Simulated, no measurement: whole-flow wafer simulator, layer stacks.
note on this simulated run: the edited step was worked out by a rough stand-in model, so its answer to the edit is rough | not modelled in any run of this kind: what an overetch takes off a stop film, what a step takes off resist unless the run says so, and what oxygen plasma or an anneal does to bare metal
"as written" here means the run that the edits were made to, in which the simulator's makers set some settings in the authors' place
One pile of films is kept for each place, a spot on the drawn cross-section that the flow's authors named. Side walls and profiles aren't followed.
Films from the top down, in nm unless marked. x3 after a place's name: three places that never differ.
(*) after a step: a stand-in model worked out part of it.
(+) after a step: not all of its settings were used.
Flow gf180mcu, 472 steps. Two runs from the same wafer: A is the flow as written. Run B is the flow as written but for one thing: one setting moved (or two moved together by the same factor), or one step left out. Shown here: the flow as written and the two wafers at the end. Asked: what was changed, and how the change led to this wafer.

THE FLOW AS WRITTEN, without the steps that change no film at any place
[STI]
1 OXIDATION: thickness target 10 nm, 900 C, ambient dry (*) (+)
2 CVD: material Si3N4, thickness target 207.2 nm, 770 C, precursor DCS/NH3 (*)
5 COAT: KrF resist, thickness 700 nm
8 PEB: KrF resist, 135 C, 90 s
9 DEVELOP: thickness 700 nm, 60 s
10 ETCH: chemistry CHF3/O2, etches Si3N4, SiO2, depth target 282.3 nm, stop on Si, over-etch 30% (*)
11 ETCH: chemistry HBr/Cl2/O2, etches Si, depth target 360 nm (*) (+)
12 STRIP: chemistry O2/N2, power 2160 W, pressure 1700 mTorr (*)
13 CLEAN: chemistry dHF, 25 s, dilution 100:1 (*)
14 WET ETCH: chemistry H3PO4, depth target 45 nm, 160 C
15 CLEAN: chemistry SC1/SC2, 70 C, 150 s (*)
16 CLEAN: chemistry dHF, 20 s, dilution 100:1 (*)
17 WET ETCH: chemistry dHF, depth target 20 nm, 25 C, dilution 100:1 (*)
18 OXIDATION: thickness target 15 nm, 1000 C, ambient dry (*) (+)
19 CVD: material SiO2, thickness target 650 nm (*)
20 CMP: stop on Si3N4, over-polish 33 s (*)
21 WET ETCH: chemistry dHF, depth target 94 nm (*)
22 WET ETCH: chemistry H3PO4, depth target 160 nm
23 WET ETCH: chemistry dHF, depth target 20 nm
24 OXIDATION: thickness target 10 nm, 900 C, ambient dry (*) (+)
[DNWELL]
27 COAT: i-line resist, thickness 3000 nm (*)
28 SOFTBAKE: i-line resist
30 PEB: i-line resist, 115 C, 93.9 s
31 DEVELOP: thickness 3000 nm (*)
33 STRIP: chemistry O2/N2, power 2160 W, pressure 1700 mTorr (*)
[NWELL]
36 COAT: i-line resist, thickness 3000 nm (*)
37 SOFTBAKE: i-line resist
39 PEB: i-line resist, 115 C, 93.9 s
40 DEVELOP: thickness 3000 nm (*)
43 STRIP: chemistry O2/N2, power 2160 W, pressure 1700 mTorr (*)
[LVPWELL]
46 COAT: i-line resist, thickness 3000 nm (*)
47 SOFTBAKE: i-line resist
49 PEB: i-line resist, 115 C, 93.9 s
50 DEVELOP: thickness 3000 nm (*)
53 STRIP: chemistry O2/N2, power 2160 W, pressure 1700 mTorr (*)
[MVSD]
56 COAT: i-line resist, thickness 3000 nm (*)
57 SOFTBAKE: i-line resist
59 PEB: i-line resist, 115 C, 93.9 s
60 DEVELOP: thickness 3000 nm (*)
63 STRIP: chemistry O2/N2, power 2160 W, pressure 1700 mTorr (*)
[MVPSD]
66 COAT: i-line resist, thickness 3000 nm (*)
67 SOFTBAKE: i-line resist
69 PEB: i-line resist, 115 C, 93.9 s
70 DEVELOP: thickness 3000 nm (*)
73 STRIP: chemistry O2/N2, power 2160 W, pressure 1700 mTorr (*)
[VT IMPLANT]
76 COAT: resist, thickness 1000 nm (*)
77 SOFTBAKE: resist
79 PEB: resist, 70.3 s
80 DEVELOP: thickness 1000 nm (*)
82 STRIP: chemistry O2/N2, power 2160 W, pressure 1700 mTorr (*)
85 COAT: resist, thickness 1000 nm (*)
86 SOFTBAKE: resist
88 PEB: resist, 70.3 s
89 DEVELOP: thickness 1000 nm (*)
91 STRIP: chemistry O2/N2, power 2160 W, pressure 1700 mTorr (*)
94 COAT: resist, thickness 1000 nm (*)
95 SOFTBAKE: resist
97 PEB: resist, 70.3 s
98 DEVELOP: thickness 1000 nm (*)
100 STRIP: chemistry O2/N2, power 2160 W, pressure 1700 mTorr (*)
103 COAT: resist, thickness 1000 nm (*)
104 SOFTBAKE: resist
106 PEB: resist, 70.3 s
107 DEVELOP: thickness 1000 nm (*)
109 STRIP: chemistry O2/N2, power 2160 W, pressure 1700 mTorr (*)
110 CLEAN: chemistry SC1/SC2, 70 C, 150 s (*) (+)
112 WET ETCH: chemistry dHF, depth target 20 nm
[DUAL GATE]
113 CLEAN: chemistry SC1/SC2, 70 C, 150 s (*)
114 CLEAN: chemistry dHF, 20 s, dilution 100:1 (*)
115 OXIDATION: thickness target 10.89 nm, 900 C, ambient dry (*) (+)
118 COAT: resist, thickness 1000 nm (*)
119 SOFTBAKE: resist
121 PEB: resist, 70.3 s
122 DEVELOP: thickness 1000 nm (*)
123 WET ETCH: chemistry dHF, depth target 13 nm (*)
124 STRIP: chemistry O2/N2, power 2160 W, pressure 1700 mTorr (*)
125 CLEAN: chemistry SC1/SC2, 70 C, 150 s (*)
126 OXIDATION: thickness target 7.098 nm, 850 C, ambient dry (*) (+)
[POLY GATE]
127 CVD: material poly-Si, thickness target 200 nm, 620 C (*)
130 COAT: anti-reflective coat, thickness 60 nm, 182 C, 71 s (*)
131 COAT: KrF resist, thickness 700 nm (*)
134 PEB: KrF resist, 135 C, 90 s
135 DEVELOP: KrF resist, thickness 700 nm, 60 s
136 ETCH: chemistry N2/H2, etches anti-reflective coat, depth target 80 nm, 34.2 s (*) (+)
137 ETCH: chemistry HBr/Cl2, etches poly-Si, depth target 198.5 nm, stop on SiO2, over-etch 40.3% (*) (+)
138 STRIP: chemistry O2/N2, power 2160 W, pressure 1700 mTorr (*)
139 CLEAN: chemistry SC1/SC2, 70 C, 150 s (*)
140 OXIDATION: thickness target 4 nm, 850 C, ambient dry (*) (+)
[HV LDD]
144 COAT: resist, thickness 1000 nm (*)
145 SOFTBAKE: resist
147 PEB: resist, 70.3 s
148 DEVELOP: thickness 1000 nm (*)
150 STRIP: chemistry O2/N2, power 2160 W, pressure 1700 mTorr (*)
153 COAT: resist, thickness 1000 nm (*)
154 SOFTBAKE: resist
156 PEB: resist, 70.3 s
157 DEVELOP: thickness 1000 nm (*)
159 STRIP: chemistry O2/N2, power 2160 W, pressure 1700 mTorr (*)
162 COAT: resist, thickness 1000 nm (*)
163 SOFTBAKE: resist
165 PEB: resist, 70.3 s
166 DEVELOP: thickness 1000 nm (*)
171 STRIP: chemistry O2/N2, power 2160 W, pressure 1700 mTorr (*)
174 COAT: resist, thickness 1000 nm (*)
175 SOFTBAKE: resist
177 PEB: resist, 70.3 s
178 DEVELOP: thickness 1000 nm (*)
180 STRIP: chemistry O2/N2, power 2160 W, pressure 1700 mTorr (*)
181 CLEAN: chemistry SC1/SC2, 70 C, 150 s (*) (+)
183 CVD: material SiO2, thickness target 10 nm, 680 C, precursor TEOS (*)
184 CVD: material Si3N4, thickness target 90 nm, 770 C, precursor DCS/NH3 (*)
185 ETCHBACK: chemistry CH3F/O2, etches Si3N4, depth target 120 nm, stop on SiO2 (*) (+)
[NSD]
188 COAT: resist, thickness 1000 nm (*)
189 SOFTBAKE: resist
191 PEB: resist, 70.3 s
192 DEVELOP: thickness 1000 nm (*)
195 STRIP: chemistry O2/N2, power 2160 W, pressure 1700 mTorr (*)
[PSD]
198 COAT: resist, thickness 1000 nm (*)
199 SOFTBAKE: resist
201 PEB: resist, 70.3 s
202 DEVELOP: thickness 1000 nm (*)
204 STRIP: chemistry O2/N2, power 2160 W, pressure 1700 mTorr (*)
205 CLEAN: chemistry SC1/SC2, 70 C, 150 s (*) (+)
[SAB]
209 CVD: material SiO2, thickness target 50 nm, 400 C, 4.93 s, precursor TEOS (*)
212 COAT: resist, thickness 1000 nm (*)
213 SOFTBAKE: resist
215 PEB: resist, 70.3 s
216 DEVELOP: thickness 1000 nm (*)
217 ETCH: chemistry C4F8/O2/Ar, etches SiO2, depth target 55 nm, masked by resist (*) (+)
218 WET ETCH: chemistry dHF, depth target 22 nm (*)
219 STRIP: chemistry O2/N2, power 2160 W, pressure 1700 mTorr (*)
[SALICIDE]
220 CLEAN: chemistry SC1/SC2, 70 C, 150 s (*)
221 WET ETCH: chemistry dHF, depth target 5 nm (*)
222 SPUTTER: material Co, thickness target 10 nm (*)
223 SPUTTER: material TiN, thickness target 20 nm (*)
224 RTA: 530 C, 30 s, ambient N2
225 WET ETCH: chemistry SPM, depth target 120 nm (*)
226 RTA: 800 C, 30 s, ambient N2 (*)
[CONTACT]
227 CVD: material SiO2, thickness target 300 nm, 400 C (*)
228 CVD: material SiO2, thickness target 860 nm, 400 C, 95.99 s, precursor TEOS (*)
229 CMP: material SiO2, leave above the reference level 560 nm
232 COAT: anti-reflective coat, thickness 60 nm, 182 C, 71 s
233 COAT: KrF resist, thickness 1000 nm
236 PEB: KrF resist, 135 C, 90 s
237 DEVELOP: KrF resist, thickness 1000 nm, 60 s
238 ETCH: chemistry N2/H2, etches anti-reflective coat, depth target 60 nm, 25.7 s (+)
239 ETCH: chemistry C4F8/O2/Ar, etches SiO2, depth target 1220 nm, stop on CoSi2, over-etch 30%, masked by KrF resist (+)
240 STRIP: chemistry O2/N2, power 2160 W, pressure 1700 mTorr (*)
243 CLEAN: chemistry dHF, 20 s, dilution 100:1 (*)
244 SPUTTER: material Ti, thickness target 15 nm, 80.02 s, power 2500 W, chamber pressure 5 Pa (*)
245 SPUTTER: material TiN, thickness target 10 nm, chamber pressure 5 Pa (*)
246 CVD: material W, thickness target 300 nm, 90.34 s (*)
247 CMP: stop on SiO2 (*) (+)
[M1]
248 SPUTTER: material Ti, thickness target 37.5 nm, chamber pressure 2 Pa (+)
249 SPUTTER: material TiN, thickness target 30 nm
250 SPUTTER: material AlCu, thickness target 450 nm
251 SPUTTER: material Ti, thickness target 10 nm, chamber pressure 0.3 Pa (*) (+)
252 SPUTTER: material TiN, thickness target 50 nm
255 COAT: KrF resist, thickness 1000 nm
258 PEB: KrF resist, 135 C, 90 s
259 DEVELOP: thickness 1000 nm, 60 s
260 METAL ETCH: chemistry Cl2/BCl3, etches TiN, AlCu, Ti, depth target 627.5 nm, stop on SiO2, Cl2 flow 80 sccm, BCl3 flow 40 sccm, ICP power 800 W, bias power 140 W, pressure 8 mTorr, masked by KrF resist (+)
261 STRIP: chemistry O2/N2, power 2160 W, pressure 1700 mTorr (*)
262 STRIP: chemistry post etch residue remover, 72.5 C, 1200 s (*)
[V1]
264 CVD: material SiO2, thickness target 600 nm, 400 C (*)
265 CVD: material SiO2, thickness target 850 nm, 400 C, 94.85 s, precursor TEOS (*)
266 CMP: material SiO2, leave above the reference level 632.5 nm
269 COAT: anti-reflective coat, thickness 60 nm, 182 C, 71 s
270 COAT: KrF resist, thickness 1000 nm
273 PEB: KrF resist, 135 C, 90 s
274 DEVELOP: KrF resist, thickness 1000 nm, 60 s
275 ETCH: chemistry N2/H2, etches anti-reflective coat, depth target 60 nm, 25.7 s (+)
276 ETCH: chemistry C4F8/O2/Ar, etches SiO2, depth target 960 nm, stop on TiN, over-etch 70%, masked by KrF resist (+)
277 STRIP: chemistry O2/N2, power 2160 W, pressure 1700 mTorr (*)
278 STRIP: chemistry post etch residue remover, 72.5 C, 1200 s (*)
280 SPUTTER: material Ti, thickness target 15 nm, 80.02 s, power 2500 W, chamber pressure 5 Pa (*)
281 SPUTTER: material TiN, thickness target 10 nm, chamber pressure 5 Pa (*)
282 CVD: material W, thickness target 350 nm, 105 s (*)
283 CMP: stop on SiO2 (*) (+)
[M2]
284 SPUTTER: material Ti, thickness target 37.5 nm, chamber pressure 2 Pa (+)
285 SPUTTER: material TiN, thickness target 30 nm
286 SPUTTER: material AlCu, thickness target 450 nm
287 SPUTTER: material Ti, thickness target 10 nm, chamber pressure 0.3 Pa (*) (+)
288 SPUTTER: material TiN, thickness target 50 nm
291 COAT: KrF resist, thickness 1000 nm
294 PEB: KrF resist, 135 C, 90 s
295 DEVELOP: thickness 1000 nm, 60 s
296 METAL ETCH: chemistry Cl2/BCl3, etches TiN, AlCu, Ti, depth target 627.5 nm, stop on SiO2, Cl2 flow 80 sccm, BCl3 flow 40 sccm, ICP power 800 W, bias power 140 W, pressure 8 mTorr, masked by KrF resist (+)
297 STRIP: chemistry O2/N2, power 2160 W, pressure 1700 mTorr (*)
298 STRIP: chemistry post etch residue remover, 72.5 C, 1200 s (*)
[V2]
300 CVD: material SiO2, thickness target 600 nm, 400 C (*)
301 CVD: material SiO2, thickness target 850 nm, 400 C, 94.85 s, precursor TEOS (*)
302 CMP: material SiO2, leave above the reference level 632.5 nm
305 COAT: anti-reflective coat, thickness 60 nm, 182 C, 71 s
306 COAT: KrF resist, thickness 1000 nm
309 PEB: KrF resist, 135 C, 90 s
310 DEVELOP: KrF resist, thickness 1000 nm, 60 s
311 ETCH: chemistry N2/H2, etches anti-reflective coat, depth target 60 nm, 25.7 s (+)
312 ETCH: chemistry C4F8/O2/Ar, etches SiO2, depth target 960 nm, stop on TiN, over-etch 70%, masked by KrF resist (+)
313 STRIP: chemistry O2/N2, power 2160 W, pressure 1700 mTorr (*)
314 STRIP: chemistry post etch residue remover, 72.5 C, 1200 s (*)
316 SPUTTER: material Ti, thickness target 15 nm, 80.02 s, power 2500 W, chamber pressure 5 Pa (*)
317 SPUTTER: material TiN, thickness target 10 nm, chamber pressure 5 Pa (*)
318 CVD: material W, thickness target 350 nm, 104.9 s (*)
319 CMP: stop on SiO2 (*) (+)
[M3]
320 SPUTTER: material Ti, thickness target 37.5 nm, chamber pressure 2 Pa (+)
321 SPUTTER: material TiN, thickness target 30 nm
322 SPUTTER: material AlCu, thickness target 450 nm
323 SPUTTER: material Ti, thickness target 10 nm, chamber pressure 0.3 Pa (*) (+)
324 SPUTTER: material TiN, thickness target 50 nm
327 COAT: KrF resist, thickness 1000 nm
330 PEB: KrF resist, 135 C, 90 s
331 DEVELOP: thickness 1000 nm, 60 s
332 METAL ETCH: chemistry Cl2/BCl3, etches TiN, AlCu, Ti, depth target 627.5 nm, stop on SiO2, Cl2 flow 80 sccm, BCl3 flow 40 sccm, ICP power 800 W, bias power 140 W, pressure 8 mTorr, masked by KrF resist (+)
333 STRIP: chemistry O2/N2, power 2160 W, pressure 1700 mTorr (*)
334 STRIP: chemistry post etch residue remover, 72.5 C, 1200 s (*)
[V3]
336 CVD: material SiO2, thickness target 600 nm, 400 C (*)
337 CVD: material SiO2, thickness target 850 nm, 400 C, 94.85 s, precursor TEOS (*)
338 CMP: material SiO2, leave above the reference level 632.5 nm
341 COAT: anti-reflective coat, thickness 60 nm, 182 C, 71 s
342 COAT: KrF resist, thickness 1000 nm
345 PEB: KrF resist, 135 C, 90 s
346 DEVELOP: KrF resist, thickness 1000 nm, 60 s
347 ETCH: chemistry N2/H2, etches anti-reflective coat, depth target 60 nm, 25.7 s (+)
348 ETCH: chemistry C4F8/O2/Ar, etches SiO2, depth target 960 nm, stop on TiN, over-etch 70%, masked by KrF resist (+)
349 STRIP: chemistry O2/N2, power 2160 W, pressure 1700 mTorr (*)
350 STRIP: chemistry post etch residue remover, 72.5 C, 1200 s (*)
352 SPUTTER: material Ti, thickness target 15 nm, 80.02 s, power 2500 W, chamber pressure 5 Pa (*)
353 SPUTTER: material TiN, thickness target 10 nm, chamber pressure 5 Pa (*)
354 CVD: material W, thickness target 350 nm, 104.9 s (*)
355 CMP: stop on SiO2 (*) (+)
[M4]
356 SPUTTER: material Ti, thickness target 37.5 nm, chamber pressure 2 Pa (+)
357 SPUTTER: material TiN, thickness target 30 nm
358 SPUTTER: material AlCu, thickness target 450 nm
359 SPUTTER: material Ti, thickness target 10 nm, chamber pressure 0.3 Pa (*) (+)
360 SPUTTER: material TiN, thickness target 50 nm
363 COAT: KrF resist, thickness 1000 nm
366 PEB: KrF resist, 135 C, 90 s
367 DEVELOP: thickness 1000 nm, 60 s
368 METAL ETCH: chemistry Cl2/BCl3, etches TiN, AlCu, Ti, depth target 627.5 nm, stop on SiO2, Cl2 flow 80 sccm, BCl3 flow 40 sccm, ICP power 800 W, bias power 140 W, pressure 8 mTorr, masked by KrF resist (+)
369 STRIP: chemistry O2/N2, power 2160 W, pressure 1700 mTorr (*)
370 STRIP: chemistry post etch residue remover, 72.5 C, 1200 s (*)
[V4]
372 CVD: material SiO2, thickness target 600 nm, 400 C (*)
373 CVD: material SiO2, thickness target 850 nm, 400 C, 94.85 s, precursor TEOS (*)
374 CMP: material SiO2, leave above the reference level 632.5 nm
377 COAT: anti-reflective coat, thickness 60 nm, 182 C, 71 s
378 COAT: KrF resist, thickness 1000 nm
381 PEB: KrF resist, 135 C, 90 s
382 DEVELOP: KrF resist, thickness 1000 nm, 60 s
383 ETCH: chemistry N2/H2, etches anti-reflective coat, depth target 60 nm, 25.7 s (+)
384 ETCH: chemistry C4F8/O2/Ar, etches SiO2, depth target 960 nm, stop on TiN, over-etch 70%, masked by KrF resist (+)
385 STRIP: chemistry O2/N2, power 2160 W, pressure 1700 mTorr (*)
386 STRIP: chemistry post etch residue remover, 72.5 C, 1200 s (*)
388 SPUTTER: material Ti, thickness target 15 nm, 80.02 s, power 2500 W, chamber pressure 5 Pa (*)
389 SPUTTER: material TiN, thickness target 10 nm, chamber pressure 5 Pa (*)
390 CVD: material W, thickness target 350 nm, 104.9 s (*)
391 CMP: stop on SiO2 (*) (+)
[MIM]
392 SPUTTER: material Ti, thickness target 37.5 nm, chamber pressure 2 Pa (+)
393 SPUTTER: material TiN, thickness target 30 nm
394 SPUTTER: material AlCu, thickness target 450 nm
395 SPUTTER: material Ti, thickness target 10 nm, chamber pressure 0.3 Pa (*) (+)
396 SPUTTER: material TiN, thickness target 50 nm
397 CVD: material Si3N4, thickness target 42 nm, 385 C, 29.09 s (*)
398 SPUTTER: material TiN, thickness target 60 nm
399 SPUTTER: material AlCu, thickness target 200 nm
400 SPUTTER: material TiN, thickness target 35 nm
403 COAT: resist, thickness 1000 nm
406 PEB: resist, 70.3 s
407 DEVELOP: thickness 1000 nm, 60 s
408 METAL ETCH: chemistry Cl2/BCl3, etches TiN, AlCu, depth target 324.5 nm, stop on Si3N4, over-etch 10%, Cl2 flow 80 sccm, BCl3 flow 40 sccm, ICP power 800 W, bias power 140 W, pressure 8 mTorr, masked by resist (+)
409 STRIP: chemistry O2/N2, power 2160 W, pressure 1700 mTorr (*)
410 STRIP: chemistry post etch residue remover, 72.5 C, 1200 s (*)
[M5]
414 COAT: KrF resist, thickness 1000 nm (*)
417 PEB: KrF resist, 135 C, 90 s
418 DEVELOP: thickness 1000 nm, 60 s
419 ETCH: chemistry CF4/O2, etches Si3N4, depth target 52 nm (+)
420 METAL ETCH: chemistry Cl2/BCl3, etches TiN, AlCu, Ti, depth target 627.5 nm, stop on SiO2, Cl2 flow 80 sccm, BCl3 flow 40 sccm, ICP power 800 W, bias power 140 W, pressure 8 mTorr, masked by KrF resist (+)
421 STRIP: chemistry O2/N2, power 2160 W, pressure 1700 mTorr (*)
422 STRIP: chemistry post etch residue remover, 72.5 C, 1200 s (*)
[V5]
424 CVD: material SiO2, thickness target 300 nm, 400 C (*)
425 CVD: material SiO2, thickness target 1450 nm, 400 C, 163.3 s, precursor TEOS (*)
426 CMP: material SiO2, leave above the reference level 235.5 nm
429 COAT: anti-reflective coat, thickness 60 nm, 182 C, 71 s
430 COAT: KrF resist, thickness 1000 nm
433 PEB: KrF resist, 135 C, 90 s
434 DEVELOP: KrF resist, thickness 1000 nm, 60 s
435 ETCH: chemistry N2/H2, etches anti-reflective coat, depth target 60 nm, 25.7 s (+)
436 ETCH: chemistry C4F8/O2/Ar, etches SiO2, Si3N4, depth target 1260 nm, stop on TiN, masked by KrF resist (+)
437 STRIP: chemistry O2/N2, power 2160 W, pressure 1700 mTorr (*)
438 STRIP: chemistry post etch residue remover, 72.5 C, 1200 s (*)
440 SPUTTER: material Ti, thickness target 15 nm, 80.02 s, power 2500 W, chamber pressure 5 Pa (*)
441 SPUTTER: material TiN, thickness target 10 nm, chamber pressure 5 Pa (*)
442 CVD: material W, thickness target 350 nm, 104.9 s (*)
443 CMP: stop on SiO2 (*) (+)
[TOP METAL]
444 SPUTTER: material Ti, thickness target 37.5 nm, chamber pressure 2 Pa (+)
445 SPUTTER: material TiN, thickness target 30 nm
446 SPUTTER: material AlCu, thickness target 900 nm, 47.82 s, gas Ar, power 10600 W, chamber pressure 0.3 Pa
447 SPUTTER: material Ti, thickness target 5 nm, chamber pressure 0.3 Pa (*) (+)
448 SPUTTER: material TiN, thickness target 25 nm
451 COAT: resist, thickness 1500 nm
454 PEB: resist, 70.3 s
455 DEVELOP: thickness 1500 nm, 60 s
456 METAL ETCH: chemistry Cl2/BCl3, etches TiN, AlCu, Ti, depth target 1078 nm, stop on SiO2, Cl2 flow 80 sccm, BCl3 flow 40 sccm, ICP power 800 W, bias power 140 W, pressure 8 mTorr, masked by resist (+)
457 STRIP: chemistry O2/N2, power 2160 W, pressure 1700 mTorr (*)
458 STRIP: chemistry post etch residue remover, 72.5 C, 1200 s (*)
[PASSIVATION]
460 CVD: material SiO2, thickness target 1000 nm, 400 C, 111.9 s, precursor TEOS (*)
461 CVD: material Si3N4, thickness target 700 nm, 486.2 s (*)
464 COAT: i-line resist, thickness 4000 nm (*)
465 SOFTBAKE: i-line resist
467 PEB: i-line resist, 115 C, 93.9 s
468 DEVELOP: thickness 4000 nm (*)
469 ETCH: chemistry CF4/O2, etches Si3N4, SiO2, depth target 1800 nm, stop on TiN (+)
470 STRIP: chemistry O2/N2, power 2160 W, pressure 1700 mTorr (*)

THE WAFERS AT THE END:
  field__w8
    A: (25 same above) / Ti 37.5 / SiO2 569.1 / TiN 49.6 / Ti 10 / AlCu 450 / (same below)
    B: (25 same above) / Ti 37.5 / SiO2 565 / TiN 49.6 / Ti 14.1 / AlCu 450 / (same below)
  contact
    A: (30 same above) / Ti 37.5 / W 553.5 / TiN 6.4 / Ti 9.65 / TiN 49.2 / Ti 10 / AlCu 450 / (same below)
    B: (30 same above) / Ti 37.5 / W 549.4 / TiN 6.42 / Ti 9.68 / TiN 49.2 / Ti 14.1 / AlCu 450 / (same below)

The cause: step 287, SPUTTER: thickness target 14.1 nm was run, where the flow has thickness target 10 nm.
It can be read off the wafer: field__w8 has Ti 14.1, and step 287 as written asks for 10 nm.

How the change led to this, step by step:
  287 SPUTTER: material Ti, thickness target 10 nm, chamber pressure 0.3 Pa (*) (+)
      field, field__w1, field__w2 and 108 more: A Ti +10 (new film) | B Ti +14.1 (new film)
  296 METAL ETCH: chemistry Cl2/BCl3, etches TiN, AlCu, Ti, depth target 627.5 nm, stop on SiO2, Cl2 flow 80 sccm, BCl3 flow 40 sccm, ICP power 800 W, bias power 140 W, pressure 8 mTorr, masked by KrF resist (+)
      field, field__w1, field__w2 and 103 more: A TiN -50 (all of it), Ti -10 (all of it), AlCu -450 (all of it), TiN -30 (all of it), Ti -37.5 (all of it) | B TiN -50 (all of it), Ti -14.1 (all of it), AlCu -450 (all of it), TiN -30 (all of it), Ti -37.5 (all of it)
